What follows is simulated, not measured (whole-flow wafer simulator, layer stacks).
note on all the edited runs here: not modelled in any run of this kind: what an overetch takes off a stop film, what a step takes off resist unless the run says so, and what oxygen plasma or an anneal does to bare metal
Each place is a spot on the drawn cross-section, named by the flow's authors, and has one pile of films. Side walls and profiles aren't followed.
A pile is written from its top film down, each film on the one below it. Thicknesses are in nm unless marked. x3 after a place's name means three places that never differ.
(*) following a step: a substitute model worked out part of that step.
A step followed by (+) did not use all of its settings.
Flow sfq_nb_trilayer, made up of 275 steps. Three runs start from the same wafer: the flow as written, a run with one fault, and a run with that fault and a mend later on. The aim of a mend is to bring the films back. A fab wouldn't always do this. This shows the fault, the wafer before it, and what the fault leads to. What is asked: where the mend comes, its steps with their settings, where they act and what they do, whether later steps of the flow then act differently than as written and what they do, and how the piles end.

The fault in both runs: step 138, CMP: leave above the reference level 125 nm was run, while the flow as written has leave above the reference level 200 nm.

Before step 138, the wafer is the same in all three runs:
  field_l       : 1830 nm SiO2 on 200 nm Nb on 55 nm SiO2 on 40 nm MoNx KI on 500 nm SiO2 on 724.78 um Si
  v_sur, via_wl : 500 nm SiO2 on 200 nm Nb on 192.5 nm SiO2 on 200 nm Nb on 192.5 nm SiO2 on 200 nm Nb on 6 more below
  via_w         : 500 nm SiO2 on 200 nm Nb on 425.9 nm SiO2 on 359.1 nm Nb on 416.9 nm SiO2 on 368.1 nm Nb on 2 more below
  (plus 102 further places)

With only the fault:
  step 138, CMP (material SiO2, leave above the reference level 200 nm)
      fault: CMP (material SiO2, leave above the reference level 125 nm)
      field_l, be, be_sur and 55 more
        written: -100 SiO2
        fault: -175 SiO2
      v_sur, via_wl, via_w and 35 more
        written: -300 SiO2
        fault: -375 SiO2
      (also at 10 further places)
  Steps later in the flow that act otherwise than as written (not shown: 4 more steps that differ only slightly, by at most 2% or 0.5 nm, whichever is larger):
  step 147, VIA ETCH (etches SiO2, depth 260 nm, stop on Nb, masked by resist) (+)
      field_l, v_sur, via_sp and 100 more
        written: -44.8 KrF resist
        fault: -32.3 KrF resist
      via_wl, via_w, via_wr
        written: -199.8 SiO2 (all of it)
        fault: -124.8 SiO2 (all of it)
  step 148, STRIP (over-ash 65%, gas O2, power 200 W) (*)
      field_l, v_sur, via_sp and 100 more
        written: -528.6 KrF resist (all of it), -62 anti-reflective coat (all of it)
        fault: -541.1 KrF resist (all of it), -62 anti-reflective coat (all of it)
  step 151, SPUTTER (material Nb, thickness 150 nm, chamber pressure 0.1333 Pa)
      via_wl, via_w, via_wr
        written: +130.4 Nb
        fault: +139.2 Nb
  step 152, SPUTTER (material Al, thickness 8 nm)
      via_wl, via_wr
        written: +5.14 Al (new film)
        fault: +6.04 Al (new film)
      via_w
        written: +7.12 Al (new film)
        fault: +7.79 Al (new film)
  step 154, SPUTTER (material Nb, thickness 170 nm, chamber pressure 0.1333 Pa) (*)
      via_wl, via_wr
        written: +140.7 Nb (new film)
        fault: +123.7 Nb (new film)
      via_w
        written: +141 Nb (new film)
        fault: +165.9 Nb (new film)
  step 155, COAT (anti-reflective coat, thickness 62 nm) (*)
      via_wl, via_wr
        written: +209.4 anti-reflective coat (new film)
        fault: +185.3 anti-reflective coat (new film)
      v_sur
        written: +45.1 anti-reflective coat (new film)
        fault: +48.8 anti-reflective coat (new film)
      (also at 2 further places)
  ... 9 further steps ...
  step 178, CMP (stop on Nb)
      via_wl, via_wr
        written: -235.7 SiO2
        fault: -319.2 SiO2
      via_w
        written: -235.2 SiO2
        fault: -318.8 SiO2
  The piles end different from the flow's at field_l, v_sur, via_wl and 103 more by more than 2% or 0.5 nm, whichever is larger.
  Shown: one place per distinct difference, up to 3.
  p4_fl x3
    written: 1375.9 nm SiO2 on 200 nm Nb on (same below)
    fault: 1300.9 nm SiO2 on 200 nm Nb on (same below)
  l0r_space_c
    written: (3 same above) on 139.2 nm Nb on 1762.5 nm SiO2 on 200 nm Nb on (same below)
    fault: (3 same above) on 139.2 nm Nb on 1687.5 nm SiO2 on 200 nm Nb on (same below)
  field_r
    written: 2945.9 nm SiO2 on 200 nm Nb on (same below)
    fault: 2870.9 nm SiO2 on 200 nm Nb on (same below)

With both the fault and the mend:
  After step 139 comes the mend.
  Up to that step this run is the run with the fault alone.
  step 139a, PECVD (material SiO2, thickness 75 nm, 150 C, 16.67 s, RF power 183.3 W, pressure 2.4 Torr, precursor SiH4/N2O) (the flow's step 137 again, with other settings)
      field_l, v_sur, via_wl and 103 more
        +75 SiO2
  Every later step of the flow that is run acts as written, at every place that is followed, to within 2% or 0.5 nm, whichever is larger.
  The piles end only slightly different from the flow's at the places that both follow, by no more than 2% or 0.5 nm, whichever is larger.
